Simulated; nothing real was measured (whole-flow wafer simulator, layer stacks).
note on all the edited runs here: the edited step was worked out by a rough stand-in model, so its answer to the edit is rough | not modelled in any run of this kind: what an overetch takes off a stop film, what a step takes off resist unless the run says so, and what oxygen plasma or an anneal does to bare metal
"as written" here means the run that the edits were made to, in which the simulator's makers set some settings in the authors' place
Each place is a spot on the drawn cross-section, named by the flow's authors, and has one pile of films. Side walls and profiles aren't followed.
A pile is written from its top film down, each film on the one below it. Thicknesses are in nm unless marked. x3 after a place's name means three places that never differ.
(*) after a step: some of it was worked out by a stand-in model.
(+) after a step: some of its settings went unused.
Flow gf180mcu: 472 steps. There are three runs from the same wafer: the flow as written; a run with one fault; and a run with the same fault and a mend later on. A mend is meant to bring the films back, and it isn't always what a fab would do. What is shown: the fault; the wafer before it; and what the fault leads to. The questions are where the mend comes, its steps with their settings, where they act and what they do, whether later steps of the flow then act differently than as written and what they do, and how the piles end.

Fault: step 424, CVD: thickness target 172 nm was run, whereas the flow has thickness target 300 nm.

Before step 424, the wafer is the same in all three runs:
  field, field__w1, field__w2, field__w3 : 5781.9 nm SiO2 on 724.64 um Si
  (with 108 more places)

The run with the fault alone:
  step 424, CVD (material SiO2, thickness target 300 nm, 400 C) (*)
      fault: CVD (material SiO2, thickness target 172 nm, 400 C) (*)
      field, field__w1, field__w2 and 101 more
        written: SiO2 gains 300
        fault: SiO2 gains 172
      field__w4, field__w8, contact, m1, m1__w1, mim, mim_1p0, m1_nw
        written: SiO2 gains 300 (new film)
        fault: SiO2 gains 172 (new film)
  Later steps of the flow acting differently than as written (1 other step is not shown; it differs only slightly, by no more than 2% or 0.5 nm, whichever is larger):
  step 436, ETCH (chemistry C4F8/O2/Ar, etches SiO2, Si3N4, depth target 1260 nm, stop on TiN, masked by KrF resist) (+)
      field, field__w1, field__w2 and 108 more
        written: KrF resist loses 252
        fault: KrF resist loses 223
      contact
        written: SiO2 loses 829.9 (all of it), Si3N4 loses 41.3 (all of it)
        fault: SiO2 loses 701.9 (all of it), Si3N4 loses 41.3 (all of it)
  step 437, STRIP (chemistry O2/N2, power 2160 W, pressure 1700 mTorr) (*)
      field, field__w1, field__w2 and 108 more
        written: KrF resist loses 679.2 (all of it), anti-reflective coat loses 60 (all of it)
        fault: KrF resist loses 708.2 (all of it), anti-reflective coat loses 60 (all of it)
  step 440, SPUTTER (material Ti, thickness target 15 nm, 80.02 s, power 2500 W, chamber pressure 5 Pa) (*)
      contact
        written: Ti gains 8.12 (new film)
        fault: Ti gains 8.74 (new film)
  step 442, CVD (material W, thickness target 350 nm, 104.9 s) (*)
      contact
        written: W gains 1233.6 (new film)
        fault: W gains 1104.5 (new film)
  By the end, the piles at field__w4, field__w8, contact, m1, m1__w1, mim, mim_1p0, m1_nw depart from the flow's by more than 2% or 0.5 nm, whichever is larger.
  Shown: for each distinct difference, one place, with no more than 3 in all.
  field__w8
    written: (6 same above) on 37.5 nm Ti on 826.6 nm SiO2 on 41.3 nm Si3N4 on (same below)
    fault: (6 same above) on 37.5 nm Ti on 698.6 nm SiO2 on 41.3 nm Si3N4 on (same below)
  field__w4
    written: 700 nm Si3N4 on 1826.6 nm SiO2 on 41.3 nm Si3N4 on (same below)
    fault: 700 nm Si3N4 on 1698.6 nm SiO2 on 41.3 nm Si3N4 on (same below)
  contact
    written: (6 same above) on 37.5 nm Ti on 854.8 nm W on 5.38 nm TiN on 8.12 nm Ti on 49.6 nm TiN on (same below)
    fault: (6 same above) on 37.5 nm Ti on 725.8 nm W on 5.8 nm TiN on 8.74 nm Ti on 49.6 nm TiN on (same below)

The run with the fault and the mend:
  The mend stands after step 424.
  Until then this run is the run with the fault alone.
  step 424a, CVD (material SiO2, thickness target 128 nm, 400 C) (*) (the flow's step 424, run once more with other settings)
      field, field__w1, field__w2 and 109 more
        SiO2 gains 128
  Every later step of the flow that is run acts as written at every place that is followed.
  By the end, the piles equal the flow's at every place that both follow.
